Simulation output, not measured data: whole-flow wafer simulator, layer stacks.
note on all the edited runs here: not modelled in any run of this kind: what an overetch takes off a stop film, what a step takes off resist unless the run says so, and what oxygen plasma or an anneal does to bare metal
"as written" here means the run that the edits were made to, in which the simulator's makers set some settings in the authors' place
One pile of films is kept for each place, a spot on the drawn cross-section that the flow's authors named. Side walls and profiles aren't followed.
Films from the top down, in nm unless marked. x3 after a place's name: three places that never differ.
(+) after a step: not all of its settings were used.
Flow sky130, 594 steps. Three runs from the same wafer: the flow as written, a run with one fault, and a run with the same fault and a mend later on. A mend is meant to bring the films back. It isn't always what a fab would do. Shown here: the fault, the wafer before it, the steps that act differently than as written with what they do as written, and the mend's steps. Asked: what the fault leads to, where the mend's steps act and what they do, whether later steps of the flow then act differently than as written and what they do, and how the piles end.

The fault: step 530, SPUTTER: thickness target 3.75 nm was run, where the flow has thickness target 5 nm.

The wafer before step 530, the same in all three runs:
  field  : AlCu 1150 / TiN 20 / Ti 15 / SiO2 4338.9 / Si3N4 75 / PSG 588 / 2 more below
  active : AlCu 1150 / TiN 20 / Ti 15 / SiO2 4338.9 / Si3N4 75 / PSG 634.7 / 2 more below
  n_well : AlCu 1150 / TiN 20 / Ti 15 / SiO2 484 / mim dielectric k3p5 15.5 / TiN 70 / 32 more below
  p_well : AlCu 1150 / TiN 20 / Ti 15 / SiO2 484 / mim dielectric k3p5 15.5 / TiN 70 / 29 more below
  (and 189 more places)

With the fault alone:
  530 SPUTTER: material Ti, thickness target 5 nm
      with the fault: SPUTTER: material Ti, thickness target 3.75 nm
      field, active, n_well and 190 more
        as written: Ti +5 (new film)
        with the fault: Ti +3.75 (new film)
  Later steps of the flow that act differently than as written (21 more steps differ only slightly, by at most 2% or 0.5 nm, whichever is larger, and aren't shown):
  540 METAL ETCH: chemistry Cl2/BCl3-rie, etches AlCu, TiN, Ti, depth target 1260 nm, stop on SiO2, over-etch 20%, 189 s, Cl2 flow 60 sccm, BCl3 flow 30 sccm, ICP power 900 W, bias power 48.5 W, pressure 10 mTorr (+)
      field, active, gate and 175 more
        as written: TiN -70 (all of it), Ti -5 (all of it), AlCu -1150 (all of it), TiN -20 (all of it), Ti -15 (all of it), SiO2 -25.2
        with the fault: TiN -70 (all of it), Ti -3.75 (all of it), AlCu -1150 (all of it), TiN -20 (all of it), Ti -15 (all of it), SiO2 -25.3
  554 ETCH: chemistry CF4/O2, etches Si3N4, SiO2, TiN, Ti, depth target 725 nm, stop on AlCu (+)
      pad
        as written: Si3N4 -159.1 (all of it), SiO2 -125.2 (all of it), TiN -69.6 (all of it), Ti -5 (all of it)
        with the fault: Si3N4 -159.1 (all of it), SiO2 -125.2 (all of it), TiN -69.6 (all of it), Ti -3.75 (all of it)
  At the end the piles differ from the flow's by more than 2% or 0.5 nm, whichever is larger, at n_well, p_well, sd_n and 11 more.
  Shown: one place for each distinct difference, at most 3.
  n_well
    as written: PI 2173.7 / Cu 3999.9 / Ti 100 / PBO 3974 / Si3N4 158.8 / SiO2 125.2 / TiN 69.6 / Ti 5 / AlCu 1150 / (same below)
    with the fault: PI 2173.8 / Cu 3999.9 / Ti 100 / PBO 3974.9 / Si3N4 158.8 / SiO2 125.2 / TiN 69.6 / Ti 3.75 / AlCu 1150 / (same below)
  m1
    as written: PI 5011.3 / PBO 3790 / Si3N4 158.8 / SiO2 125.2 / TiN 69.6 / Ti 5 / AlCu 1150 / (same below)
    with the fault: PI 5011.3 / PBO 3791 / Si3N4 158.8 / SiO2 125.2 / TiN 69.6 / Ti 3.75 / AlCu 1150 / (same below)
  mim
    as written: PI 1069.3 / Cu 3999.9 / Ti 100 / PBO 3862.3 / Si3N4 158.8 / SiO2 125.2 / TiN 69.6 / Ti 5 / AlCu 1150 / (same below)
    with the fault: PI 1069.4 / Cu 3999.9 / Ti 100 / PBO 3863.2 / Si3N4 158.8 / SiO2 125.2 / TiN 69.6 / Ti 3.75 / AlCu 1150 / (same below)

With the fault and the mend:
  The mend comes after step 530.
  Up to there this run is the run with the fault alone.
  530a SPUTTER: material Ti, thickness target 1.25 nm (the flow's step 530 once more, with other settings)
      field, active, n_well and 190 more
        Ti +1.25
  No later step of the flow acts differently than as written at any place that is followed.
  At the end the piles are the same as the flow's at every place that both follow.
